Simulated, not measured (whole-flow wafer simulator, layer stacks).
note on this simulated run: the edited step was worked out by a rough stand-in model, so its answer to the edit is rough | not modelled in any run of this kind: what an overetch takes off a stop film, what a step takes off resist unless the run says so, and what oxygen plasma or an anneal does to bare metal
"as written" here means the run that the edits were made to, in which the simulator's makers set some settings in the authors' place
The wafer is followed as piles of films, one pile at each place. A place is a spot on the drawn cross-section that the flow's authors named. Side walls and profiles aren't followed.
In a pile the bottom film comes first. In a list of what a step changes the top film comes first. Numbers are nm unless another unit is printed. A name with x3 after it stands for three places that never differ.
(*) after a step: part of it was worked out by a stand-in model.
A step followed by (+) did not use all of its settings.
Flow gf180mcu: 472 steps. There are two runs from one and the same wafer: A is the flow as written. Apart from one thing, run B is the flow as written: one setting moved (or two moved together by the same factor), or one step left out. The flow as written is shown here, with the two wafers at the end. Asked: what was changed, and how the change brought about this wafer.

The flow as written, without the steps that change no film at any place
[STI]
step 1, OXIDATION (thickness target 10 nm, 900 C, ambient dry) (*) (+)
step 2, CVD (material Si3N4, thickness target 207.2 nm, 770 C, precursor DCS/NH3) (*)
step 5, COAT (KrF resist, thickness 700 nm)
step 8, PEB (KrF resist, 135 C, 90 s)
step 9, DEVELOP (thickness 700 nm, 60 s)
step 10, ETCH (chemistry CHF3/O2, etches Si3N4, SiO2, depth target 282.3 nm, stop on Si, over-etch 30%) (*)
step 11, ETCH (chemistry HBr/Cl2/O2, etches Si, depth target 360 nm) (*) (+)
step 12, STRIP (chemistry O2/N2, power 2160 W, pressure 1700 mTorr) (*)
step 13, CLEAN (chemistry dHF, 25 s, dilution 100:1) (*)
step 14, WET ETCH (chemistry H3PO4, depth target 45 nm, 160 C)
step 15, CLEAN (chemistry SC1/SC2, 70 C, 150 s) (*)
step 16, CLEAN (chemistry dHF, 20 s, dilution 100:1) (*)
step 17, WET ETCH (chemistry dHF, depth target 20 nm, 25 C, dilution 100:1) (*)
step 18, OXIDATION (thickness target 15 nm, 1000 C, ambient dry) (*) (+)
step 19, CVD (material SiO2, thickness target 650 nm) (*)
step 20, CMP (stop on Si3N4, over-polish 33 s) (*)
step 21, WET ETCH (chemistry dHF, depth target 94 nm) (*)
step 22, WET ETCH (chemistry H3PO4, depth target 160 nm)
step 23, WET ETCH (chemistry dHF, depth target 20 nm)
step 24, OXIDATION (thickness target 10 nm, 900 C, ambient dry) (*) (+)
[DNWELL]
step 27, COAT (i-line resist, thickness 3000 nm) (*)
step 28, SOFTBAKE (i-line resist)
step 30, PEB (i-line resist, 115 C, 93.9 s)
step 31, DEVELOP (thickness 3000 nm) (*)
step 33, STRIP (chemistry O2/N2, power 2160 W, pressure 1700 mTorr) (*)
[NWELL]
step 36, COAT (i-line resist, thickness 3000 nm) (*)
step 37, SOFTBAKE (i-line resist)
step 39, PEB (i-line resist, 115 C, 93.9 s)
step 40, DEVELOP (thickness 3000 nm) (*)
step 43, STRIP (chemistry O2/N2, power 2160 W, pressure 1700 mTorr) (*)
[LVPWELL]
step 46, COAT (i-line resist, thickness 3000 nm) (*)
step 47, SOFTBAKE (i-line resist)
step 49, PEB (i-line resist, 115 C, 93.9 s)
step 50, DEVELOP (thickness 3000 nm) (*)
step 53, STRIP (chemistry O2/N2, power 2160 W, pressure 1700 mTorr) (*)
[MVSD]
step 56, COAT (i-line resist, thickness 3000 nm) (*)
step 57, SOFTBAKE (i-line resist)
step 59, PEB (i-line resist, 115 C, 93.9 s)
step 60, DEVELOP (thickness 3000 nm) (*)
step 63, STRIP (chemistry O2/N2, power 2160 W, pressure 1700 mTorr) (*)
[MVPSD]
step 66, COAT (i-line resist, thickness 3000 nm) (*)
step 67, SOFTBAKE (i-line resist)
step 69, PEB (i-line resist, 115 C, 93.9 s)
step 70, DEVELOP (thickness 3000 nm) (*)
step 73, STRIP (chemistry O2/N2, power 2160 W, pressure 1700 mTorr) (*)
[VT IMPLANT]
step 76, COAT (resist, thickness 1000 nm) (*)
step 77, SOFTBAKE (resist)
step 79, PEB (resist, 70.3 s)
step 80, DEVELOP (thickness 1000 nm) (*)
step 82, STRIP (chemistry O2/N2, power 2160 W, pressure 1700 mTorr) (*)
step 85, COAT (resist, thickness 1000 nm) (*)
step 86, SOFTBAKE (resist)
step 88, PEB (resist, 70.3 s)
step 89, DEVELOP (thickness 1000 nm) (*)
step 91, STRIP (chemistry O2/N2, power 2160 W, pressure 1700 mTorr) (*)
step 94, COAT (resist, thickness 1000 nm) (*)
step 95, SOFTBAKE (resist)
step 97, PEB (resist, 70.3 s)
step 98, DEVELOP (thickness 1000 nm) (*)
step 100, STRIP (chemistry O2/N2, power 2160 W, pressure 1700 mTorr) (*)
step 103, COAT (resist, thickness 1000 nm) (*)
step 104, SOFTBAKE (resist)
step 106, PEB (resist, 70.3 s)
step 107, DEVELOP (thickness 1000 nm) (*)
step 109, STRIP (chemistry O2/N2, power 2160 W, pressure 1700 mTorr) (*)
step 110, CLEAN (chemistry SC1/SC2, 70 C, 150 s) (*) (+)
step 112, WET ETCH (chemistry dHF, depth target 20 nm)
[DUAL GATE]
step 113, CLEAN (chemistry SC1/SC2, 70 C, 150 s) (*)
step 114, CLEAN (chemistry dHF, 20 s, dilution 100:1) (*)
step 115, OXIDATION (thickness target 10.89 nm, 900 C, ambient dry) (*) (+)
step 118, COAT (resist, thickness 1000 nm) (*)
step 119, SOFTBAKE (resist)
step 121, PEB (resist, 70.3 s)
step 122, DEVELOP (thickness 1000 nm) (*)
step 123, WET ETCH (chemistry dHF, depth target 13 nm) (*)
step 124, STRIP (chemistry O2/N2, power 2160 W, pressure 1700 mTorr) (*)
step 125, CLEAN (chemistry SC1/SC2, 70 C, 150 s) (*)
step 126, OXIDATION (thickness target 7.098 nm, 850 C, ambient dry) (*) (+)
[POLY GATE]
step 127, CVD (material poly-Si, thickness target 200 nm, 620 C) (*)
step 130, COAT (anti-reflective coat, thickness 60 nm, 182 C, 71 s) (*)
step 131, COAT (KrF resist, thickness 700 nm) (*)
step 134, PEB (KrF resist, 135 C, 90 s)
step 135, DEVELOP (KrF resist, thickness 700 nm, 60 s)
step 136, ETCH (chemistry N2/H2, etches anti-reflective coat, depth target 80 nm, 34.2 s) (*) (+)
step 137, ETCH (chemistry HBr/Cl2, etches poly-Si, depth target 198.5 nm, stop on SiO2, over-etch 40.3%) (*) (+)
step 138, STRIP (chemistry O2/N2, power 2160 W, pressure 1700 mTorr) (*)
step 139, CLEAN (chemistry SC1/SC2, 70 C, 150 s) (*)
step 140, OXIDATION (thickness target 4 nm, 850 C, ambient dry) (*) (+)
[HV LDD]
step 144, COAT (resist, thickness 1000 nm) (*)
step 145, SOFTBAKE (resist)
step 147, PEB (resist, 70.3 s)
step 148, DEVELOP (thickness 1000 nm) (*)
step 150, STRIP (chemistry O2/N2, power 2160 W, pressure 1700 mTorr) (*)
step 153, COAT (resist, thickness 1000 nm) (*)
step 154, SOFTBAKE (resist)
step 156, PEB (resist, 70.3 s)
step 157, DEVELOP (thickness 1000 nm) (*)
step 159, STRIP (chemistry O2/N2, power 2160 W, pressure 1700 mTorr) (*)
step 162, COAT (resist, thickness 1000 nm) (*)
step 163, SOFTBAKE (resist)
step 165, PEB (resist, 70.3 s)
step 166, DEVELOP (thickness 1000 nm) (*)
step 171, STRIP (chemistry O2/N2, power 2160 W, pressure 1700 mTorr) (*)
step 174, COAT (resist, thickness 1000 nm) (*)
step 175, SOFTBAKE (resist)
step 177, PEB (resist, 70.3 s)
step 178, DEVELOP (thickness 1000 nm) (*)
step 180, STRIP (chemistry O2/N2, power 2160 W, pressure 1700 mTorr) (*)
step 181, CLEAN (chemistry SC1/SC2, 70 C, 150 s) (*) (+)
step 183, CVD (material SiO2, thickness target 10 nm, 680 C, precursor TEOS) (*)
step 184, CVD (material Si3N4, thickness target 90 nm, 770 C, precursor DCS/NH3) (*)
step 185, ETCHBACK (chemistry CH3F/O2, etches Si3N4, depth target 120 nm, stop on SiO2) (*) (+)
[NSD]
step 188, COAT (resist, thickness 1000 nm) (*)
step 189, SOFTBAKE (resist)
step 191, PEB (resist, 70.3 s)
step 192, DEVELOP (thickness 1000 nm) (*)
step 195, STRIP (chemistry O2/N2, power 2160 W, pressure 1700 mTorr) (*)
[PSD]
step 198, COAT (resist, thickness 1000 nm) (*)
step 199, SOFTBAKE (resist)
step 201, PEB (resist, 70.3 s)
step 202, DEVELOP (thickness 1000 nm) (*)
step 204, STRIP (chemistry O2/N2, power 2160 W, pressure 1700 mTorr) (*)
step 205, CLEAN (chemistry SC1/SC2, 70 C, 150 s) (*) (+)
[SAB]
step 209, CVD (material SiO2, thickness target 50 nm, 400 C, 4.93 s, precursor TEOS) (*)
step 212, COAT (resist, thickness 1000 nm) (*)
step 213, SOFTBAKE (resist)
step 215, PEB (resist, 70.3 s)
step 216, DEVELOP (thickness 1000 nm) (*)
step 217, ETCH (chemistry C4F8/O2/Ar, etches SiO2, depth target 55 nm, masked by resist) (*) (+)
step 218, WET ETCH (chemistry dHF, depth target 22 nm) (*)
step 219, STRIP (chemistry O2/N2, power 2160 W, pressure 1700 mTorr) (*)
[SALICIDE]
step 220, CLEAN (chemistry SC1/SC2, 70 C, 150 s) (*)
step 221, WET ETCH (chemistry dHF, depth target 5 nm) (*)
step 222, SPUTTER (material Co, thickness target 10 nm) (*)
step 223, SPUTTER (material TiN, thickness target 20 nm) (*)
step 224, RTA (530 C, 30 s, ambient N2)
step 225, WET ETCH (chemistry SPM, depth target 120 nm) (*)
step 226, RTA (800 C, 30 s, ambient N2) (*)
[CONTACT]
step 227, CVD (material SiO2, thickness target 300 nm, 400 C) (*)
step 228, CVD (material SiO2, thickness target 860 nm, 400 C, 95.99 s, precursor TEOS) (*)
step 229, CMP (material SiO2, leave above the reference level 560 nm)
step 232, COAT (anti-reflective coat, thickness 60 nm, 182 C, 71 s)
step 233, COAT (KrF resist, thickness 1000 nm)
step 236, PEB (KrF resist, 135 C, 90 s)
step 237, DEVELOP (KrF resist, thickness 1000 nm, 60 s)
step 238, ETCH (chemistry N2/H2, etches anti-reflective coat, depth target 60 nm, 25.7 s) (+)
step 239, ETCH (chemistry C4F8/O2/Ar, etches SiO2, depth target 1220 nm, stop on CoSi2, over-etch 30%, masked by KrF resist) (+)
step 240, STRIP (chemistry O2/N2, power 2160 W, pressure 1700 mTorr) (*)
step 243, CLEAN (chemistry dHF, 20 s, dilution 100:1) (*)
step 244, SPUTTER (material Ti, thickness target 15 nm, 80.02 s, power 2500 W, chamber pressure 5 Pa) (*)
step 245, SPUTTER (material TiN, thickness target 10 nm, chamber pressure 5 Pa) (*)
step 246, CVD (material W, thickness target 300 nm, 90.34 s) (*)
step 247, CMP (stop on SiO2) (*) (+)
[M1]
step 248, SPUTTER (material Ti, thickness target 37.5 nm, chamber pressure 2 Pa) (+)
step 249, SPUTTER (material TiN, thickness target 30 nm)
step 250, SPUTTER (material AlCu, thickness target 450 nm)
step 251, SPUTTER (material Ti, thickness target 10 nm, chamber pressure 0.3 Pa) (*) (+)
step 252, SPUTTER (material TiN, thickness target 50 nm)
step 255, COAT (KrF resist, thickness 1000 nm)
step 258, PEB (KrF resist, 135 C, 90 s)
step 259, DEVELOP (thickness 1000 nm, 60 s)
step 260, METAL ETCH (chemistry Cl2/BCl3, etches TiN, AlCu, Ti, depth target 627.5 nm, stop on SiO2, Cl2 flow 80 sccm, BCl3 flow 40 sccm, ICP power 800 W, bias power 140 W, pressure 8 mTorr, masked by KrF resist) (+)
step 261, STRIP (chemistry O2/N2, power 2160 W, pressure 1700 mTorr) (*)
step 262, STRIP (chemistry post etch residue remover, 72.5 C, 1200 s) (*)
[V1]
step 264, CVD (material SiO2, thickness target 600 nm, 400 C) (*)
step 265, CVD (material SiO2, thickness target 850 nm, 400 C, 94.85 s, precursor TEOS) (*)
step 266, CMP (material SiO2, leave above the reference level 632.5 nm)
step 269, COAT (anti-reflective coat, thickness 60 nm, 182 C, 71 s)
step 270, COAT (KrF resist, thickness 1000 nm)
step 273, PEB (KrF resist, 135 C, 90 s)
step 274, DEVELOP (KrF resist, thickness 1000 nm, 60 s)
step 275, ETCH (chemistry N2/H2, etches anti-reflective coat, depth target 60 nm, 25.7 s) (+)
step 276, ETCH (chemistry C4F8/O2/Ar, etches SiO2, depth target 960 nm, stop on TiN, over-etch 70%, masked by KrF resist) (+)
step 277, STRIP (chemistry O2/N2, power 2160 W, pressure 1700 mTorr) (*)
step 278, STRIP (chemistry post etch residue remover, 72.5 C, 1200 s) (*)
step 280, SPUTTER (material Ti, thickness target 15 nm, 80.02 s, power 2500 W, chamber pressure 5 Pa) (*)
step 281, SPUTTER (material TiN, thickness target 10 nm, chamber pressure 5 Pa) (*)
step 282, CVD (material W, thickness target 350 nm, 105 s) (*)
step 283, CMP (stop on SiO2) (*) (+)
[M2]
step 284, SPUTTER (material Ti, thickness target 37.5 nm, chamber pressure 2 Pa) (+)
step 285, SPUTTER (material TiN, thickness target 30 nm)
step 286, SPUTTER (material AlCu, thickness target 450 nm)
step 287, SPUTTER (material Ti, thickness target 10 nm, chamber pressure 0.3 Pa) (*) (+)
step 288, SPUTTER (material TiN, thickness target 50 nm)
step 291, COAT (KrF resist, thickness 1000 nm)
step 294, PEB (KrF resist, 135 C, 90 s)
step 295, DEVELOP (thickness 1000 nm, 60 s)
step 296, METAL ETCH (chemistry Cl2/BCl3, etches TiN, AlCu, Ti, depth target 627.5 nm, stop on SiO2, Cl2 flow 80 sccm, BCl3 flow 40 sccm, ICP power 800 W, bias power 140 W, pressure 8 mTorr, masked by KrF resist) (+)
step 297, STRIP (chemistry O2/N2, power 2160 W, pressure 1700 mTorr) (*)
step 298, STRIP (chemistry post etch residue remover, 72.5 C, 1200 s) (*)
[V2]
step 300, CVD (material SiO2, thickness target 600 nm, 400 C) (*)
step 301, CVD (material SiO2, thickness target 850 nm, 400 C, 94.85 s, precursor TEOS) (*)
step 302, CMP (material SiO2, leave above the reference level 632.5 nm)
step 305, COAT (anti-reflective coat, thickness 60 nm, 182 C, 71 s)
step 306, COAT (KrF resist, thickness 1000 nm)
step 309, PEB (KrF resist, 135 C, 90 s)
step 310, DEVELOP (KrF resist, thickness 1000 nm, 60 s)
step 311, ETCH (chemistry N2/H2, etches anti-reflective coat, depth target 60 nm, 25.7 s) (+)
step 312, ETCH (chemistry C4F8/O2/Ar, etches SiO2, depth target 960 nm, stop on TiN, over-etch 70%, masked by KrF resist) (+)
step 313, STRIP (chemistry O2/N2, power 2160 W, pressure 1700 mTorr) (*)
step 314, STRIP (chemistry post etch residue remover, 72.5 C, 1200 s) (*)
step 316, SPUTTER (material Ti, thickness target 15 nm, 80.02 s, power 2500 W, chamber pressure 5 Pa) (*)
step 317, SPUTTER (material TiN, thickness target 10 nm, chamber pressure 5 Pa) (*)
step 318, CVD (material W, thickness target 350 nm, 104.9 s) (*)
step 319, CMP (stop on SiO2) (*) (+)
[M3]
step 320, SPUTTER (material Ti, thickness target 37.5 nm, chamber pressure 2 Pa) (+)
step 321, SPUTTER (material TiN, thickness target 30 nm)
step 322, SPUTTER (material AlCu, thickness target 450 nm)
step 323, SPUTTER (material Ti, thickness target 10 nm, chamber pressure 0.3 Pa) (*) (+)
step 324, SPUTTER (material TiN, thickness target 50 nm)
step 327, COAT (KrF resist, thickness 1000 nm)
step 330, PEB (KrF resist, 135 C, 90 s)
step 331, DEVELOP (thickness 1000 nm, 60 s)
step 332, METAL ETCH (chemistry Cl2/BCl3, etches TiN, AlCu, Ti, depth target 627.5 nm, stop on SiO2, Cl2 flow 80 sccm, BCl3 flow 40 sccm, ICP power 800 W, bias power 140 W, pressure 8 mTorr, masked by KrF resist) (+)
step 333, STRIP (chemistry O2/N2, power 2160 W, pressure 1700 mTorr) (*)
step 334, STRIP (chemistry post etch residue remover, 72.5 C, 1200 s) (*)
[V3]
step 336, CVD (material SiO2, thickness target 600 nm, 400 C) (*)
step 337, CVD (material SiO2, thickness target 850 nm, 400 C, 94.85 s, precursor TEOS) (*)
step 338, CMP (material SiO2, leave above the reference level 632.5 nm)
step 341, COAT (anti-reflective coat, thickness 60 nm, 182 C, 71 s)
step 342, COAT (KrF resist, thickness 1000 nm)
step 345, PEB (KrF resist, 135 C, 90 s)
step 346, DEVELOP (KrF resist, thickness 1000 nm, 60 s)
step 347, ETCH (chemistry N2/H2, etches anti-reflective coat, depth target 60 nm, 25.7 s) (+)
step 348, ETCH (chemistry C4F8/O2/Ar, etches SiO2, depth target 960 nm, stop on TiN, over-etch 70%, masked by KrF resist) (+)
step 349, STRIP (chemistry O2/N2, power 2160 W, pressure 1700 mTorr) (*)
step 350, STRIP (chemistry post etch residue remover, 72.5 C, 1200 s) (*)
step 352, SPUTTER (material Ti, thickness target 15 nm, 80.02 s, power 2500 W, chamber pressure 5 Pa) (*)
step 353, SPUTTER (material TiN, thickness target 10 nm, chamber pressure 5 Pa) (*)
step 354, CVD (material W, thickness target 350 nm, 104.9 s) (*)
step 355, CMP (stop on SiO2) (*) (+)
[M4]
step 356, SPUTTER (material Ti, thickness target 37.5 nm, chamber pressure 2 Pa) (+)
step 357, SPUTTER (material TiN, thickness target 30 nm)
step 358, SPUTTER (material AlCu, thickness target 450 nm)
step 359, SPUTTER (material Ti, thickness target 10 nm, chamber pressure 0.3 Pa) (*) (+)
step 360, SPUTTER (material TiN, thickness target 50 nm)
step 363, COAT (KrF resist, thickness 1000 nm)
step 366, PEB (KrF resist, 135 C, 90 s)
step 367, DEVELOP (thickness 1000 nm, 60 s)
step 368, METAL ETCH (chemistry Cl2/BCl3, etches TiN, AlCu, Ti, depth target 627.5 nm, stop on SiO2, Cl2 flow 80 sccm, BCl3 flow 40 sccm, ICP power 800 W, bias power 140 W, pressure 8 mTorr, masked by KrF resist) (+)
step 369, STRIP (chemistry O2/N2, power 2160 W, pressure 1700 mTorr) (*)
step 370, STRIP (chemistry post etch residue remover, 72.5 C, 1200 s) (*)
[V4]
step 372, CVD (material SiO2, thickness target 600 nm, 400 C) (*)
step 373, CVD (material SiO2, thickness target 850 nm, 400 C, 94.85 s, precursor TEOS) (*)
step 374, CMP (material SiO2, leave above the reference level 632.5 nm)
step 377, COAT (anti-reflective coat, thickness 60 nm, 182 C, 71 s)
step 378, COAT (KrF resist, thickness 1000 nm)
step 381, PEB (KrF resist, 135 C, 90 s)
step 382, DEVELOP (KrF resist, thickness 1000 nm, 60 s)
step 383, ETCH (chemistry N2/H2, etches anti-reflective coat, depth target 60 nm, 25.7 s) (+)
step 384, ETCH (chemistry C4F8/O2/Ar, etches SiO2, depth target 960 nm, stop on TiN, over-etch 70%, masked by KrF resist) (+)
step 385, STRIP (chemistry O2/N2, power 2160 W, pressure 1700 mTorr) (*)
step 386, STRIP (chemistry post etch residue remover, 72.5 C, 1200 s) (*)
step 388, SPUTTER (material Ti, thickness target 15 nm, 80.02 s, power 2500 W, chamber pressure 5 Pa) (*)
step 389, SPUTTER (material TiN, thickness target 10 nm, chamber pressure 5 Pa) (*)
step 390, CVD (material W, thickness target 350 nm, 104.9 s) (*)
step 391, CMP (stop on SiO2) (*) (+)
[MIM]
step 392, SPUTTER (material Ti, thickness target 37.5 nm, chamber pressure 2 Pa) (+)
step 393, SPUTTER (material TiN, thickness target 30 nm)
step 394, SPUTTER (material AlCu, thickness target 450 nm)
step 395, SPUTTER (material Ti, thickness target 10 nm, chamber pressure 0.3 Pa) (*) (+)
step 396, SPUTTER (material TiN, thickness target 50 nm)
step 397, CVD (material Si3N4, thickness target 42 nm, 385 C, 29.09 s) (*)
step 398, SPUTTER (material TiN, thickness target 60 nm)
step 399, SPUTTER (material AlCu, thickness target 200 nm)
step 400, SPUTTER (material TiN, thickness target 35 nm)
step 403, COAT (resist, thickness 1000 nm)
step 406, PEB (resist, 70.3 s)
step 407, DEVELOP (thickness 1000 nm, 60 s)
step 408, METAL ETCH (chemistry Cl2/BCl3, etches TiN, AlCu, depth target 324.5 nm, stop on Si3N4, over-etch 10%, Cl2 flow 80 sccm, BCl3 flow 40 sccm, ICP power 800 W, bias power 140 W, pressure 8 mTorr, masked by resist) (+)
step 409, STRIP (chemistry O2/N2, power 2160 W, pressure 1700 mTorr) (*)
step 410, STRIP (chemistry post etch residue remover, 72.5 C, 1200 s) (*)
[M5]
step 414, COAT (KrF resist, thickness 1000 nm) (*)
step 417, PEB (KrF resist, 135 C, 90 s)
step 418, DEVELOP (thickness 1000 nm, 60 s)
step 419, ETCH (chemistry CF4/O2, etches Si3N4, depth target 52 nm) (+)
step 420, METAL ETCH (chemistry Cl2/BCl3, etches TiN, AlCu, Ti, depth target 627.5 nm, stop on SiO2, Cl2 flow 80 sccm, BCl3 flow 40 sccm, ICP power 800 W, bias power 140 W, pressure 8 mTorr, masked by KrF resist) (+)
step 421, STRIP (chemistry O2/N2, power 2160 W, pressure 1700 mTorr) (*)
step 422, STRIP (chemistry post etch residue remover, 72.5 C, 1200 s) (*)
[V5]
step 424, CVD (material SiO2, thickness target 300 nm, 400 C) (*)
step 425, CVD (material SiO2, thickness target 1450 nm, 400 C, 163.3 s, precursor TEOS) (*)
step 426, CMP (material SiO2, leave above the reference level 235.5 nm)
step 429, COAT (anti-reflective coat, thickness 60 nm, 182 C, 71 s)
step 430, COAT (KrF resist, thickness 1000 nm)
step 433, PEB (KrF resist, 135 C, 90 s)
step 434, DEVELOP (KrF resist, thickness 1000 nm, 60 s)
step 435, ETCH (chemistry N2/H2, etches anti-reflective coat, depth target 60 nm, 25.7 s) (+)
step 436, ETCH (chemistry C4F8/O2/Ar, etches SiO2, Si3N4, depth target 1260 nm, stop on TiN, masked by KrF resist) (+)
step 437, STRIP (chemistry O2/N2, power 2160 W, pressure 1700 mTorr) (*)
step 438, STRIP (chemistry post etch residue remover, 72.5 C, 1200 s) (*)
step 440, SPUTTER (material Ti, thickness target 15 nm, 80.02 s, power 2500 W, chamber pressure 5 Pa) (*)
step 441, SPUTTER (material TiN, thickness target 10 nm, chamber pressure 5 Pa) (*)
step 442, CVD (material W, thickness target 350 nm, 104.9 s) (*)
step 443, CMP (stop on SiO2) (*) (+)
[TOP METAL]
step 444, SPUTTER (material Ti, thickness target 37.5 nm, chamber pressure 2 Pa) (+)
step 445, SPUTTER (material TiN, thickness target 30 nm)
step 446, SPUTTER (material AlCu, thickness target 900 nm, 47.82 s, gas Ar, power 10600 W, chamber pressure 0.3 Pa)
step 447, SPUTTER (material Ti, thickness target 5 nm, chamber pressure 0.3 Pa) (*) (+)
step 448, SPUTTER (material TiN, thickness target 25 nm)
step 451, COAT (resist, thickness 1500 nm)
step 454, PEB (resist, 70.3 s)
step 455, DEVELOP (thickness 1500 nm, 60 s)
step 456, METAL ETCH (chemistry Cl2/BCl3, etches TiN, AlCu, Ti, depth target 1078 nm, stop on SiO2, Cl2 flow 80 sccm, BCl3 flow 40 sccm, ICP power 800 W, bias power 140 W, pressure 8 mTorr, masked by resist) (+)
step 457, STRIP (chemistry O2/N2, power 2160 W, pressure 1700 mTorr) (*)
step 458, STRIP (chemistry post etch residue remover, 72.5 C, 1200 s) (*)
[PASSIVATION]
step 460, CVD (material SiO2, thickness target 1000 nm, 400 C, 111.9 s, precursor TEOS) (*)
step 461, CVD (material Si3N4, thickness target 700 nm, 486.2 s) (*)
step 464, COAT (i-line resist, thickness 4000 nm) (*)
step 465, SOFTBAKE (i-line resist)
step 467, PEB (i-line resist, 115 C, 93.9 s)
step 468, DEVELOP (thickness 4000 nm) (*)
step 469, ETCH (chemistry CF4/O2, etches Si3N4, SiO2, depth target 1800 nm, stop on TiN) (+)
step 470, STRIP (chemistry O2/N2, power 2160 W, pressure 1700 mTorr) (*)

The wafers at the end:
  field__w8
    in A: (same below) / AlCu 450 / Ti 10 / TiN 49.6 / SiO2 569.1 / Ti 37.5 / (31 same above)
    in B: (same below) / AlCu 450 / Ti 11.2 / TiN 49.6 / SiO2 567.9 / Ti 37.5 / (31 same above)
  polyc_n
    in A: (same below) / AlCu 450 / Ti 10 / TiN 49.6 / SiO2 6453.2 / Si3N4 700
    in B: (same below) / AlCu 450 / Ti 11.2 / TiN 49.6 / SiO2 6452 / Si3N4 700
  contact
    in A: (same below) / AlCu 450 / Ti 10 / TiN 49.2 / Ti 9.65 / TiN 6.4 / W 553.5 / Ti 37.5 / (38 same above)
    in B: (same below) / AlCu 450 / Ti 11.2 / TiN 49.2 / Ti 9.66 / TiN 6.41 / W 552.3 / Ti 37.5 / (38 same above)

What caused this: step 251, SPUTTER: thickness target 11.2 nm was run, whereas the flow has thickness target 10 nm.
The wafer lets one read it off: field__w8 has Ti 11.2, and step 251 as written asks for 10 nm.

Step by step, how the change led to this:
  step 251, SPUTTER (material Ti, thickness target 10 nm, chamber pressure 0.3 Pa) (*) (+)
      field, field__w1, field__w2 and 108 more: A +10 Ti (new film) | B +11.2 Ti (new film)
  step 260, METAL ETCH (chemistry Cl2/BCl3, etches TiN, AlCu, Ti, depth target 627.5 nm, stop on SiO2, Cl2 flow 80 sccm, BCl3 flow 40 sccm, ICP power 800 W, bias power 140 W, pressure 8 mTorr, masked by KrF resist) (+)
      field, field__w1, field__w2 and 99 more: A -50 TiN (all of it), -10 Ti (all of it), -450 AlCu (all of it), -30 TiN (all of it), -37.5 Ti (all of it) | B -50 TiN (all of it), -11.2 Ti (all of it), -450 AlCu (all of it), -30 TiN (all of it), -37.5 Ti (all of it)
